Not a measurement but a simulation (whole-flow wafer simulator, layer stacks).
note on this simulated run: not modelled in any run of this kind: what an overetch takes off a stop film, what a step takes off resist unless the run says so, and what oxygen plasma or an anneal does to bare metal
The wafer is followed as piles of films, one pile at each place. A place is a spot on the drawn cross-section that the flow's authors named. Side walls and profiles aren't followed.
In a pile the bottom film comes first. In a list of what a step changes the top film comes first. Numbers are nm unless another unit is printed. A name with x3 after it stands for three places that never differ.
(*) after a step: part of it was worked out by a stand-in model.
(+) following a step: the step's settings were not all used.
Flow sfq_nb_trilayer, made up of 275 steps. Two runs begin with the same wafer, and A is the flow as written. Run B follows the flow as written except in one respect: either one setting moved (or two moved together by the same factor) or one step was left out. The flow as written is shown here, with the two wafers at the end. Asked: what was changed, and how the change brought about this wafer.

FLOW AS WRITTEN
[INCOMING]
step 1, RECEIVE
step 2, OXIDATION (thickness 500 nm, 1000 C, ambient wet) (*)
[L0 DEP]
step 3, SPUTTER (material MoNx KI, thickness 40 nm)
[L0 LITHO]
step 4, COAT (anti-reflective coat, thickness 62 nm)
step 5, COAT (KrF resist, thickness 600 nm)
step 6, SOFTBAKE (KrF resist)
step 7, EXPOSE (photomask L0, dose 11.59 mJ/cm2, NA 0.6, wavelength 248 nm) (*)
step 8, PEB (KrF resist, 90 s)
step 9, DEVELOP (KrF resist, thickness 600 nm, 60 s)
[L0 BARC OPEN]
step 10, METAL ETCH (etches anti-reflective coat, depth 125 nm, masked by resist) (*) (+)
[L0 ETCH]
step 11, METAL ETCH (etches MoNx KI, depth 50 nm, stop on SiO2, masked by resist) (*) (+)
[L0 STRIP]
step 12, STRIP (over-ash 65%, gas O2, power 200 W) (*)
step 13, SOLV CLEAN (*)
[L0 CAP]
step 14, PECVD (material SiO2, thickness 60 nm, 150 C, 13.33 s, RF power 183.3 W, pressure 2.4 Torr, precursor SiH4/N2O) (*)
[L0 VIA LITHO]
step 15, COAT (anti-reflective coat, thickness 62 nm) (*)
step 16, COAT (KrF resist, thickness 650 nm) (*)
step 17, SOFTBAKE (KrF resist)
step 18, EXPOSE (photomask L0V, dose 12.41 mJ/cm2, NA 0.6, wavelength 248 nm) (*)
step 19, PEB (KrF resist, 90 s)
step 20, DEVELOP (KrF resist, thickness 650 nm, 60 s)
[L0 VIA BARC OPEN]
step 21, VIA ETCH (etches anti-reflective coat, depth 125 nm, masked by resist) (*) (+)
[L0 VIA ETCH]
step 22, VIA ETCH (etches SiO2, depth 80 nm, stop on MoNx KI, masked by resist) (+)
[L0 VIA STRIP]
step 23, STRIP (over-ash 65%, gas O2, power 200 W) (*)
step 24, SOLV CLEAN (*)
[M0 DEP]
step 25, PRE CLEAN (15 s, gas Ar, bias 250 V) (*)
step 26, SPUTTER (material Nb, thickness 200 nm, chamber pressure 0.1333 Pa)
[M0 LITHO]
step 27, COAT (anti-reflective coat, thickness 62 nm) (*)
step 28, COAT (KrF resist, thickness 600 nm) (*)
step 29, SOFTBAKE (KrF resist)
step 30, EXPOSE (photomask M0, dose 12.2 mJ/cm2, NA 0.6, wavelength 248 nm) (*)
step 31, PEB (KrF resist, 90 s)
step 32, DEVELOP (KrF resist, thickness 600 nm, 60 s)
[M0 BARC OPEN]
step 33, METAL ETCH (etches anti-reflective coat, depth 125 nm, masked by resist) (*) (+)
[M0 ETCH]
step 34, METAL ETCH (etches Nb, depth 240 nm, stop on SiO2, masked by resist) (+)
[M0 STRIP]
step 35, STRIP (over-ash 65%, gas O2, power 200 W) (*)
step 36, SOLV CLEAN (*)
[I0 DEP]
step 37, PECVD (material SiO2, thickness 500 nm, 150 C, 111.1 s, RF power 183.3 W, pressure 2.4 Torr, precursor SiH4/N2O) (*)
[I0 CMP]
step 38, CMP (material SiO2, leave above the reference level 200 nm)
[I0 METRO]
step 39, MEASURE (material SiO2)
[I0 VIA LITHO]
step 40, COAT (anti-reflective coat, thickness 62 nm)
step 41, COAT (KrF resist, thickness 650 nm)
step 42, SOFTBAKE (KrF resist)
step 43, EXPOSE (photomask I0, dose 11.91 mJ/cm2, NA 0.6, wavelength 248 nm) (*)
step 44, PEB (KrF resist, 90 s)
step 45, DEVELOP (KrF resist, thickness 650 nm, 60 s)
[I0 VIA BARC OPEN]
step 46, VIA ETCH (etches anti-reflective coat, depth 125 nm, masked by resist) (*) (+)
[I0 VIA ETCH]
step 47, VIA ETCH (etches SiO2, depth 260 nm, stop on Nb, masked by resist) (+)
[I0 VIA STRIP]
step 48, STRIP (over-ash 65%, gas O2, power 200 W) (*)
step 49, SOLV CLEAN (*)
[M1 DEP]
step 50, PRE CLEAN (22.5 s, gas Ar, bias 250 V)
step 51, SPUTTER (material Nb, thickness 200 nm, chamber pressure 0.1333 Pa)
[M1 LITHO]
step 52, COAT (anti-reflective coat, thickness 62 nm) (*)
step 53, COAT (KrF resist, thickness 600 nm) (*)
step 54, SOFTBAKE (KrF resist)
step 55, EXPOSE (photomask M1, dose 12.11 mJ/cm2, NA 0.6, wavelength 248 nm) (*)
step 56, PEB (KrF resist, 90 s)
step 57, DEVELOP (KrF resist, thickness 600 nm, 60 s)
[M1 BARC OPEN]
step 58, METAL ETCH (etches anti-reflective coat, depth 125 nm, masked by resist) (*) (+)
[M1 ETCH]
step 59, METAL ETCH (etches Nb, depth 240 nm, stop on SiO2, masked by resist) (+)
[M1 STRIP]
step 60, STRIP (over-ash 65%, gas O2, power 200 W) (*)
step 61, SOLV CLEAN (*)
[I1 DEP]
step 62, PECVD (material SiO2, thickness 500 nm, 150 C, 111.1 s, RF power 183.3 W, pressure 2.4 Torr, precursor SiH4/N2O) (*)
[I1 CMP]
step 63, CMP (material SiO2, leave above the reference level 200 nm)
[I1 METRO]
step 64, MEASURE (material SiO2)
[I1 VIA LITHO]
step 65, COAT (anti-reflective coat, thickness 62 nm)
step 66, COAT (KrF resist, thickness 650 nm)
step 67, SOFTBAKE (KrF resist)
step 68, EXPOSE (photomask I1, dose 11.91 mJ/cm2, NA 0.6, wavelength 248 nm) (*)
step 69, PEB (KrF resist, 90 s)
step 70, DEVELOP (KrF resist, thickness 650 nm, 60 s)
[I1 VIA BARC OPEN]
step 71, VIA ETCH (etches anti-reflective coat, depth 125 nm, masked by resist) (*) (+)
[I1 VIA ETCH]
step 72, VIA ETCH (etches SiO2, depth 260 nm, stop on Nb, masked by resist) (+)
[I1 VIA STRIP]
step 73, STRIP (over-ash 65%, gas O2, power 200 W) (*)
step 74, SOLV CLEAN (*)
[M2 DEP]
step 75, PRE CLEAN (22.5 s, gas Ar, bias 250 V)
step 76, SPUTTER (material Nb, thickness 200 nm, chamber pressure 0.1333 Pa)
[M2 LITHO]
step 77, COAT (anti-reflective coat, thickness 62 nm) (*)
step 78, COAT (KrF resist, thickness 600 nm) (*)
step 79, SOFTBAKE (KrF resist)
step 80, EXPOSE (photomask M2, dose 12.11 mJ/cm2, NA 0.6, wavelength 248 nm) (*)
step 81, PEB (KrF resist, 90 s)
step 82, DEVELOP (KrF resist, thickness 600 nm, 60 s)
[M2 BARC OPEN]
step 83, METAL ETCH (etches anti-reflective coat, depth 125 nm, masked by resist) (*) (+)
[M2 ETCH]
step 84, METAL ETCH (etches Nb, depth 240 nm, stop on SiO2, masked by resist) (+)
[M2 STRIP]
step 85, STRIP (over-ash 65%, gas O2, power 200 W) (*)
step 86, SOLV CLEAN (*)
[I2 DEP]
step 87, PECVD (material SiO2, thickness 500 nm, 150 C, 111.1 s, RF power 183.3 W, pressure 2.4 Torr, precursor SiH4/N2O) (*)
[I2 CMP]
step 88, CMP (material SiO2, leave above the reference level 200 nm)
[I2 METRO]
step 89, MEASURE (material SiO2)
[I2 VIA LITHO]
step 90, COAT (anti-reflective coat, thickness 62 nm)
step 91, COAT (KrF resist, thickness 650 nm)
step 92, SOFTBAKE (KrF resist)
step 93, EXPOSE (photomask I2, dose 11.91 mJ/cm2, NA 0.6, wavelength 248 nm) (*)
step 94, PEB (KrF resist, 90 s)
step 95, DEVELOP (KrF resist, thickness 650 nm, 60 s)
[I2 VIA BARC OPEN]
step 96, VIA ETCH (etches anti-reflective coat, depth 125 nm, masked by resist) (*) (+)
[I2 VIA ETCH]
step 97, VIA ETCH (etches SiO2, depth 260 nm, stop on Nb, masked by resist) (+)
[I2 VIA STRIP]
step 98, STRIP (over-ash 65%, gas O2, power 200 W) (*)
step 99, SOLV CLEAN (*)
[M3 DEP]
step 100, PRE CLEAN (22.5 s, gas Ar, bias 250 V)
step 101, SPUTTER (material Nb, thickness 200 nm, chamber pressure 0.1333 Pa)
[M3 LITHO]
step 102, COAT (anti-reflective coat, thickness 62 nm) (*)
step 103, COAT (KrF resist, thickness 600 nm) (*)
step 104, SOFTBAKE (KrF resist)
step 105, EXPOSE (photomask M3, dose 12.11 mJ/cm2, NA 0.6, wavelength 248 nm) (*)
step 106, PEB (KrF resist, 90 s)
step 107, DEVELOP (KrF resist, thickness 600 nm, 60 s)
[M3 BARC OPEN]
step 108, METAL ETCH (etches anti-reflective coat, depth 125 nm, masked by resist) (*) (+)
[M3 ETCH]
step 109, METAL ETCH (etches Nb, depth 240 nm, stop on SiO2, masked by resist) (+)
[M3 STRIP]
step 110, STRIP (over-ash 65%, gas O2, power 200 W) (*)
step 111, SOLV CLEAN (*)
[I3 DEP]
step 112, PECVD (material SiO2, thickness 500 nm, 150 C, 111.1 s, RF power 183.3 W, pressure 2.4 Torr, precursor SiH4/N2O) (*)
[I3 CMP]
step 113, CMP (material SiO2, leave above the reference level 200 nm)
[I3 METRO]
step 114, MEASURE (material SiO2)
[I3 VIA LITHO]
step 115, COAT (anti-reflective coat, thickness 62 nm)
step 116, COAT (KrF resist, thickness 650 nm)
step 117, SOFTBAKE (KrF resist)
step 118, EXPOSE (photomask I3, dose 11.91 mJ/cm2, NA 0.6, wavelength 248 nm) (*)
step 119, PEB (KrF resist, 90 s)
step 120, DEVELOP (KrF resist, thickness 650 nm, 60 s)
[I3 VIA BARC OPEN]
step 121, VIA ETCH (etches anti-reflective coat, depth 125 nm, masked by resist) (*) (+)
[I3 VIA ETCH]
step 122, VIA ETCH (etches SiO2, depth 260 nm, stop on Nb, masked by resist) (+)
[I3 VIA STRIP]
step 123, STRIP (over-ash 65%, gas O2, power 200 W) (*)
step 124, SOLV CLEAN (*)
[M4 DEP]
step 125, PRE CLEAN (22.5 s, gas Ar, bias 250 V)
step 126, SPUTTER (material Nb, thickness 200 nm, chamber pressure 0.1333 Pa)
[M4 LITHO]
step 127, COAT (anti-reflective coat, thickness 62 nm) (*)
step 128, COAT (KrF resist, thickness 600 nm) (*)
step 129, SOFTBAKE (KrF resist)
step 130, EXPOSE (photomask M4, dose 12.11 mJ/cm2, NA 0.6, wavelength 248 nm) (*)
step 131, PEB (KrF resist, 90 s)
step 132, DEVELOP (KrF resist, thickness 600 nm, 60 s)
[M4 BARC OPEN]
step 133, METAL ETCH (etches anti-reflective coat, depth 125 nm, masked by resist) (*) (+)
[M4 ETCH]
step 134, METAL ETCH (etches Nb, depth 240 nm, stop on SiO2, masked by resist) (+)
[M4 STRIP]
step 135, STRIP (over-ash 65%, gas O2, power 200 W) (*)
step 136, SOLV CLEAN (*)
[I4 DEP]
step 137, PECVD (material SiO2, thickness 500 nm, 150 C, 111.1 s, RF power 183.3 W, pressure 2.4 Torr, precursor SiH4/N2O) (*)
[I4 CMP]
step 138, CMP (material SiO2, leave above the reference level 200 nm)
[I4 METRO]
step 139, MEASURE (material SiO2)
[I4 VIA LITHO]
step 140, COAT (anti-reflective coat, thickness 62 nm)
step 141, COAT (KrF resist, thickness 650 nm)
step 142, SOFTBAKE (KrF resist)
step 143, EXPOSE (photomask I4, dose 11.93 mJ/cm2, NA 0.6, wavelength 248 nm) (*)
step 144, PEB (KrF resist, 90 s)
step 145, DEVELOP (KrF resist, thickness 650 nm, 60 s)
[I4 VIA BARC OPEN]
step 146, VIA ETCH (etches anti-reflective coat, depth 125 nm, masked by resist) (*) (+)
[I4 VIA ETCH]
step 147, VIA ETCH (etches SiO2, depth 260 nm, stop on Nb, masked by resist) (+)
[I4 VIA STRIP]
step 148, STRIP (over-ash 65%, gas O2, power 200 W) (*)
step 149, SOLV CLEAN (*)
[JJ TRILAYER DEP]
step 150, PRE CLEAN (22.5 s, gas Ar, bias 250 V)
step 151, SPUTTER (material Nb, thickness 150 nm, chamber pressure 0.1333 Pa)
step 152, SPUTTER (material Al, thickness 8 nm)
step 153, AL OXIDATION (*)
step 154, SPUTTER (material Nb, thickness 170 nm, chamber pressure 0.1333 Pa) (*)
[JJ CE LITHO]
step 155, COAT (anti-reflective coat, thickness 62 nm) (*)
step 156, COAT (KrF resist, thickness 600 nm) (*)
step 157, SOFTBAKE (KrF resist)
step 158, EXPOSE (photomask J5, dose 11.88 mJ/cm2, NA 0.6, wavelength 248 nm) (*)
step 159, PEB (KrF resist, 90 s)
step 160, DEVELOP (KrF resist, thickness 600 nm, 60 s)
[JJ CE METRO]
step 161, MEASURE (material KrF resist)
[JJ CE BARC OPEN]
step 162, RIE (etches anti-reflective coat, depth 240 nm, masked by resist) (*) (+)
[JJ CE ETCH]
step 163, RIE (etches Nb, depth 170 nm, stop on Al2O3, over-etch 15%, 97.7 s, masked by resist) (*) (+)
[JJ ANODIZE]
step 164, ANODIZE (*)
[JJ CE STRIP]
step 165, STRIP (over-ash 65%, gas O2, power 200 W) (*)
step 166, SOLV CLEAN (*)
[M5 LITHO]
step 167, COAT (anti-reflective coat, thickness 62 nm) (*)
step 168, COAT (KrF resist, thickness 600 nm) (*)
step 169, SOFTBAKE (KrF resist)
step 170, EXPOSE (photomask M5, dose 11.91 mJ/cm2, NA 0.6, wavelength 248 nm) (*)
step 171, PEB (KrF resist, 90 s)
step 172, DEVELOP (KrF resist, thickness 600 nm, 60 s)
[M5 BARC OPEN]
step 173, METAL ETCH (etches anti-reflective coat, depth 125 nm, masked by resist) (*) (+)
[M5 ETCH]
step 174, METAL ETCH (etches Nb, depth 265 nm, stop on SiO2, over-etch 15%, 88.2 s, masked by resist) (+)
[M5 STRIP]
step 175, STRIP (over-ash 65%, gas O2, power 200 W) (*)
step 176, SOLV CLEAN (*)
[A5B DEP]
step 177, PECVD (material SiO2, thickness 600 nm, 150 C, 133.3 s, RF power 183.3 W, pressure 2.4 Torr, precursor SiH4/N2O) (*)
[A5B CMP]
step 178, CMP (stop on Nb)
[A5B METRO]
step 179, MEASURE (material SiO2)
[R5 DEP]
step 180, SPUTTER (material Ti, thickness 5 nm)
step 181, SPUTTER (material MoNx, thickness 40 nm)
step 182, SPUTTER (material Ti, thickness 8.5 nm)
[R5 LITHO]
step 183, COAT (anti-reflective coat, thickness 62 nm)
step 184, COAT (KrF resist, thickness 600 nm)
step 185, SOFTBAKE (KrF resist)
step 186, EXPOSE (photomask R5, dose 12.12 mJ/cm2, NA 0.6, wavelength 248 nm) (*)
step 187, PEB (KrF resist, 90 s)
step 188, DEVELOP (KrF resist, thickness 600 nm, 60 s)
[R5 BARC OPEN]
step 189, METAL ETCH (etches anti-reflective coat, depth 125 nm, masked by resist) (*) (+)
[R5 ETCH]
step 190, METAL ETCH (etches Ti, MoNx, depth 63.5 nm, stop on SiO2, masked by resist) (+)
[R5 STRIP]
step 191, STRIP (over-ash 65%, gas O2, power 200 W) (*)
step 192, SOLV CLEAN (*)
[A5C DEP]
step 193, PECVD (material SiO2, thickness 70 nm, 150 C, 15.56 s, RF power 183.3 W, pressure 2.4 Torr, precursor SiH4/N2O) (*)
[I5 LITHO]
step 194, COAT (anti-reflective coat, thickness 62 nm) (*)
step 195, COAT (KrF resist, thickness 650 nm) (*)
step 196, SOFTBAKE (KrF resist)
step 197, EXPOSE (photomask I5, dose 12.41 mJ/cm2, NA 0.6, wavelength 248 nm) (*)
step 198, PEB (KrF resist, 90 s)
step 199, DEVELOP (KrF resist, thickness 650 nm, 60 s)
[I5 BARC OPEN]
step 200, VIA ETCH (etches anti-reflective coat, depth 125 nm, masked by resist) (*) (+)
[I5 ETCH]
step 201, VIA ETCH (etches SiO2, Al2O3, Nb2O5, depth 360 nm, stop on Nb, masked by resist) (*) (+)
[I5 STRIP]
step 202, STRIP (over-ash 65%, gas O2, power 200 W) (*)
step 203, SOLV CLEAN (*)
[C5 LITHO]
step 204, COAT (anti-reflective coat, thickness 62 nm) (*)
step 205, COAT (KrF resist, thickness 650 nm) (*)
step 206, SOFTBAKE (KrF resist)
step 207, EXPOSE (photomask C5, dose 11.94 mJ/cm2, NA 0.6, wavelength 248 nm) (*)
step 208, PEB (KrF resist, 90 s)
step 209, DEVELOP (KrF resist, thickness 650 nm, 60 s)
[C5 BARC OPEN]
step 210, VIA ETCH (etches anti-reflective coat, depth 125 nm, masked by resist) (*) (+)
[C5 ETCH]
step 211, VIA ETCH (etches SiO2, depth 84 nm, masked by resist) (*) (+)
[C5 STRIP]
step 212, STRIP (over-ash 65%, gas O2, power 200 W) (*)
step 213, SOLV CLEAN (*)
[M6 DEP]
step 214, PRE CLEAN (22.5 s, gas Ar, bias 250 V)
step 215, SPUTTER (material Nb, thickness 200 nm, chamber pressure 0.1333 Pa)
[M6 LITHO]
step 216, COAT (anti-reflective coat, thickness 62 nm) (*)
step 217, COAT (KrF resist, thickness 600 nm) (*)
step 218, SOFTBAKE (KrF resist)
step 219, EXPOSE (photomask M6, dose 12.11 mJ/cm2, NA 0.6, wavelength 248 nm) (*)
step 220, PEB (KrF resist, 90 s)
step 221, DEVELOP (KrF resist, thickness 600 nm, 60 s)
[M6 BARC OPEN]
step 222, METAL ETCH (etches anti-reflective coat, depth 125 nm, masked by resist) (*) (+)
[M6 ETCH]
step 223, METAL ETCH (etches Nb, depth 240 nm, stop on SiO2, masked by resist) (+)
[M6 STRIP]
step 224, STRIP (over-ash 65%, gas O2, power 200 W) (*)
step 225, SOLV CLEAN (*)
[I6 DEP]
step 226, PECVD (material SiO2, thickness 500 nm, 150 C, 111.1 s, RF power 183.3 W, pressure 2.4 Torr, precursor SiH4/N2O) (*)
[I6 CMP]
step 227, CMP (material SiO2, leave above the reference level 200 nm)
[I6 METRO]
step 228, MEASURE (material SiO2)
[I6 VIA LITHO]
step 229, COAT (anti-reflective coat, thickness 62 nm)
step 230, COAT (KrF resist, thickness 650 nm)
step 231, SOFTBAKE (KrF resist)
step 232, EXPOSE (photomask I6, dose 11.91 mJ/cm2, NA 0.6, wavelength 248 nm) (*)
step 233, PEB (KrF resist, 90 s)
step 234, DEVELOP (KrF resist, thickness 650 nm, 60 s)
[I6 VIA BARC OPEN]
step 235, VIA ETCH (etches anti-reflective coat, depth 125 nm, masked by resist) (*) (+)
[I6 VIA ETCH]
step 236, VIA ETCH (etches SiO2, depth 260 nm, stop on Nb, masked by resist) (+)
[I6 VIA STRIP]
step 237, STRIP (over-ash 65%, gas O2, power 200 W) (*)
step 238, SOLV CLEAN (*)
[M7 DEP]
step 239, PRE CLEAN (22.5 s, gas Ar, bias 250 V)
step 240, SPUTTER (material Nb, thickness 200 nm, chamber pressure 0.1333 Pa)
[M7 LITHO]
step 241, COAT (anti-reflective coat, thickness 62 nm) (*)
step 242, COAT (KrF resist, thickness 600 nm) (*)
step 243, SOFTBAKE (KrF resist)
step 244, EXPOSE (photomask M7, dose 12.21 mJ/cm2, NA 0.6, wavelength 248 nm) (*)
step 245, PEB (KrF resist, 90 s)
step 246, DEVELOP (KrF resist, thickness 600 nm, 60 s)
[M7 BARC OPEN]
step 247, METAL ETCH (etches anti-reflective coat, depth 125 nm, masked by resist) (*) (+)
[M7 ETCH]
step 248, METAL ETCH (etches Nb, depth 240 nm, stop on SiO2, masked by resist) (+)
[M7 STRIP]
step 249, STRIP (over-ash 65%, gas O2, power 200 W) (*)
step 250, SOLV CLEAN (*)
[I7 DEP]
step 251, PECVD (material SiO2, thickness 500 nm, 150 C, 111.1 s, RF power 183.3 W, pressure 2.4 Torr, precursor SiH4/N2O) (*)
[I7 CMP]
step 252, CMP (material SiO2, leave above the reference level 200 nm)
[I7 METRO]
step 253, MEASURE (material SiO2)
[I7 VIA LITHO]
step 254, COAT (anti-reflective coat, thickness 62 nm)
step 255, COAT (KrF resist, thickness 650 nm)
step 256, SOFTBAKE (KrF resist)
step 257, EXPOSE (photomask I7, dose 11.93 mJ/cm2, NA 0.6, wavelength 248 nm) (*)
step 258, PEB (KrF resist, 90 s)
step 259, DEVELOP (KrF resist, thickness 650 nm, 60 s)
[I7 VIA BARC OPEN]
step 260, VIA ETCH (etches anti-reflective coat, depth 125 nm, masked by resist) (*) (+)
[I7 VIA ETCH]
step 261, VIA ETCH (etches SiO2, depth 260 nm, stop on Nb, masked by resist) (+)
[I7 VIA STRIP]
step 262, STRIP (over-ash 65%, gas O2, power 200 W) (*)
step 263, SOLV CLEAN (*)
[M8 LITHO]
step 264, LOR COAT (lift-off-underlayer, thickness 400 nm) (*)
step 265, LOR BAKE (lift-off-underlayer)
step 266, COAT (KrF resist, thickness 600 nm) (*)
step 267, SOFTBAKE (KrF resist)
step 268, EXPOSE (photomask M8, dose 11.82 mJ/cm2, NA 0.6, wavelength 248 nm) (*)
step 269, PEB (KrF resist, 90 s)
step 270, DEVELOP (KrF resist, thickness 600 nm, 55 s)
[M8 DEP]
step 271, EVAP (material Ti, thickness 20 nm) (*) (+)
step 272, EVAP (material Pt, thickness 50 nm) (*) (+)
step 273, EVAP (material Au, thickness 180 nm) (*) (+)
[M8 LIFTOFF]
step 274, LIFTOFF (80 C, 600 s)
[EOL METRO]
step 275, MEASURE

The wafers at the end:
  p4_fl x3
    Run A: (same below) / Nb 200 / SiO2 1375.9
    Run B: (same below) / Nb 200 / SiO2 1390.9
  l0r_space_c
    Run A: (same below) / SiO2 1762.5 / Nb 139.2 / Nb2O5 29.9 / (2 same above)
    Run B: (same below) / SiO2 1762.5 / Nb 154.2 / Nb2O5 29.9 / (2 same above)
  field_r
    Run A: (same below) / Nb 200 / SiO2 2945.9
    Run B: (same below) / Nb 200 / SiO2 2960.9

The reason: step 151, SPUTTER: thickness 165 nm was run, while the flow as written has thickness 150 nm.

The path from the change to this, step by step:
  step 151, SPUTTER (material Nb, thickness 150 nm, chamber pressure 0.1333 Pa)
      field_l, v_sur, via_sp and 100 more: A +150 Nb (new film) | B +165 Nb (new film)
      via_wl, via_w, via_wr: A +130.4 Nb | B +143.5 Nb
  step 174, METAL ETCH (etches Nb, depth 265 nm, stop on SiO2, over-etch 15%, 88.2 s, masked by resist) (+)
      field_l, r_sur, res and 50 more: A -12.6 Al2O3 (all of it), -29.9 Nb2O5 (all of it), -139.2 Nb (all of it), -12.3 SiO2 | B -12.6 Al2O3 (all of it), -29.9 Nb2O5 (all of it), -154.2 Nb (all of it), -10.8 SiO2
  step 178, CMP (stop on Nb)
      field_l, p4_fl x3, p4_w1 x9 and 29 more: A -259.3 SiO2 | B -245.8 SiO2
      r_sur, res, r_end, moat, field_r, lsp_l: A -252.3 SiO2 | B -238.3 SiO2
      (as well as at 5 more places)
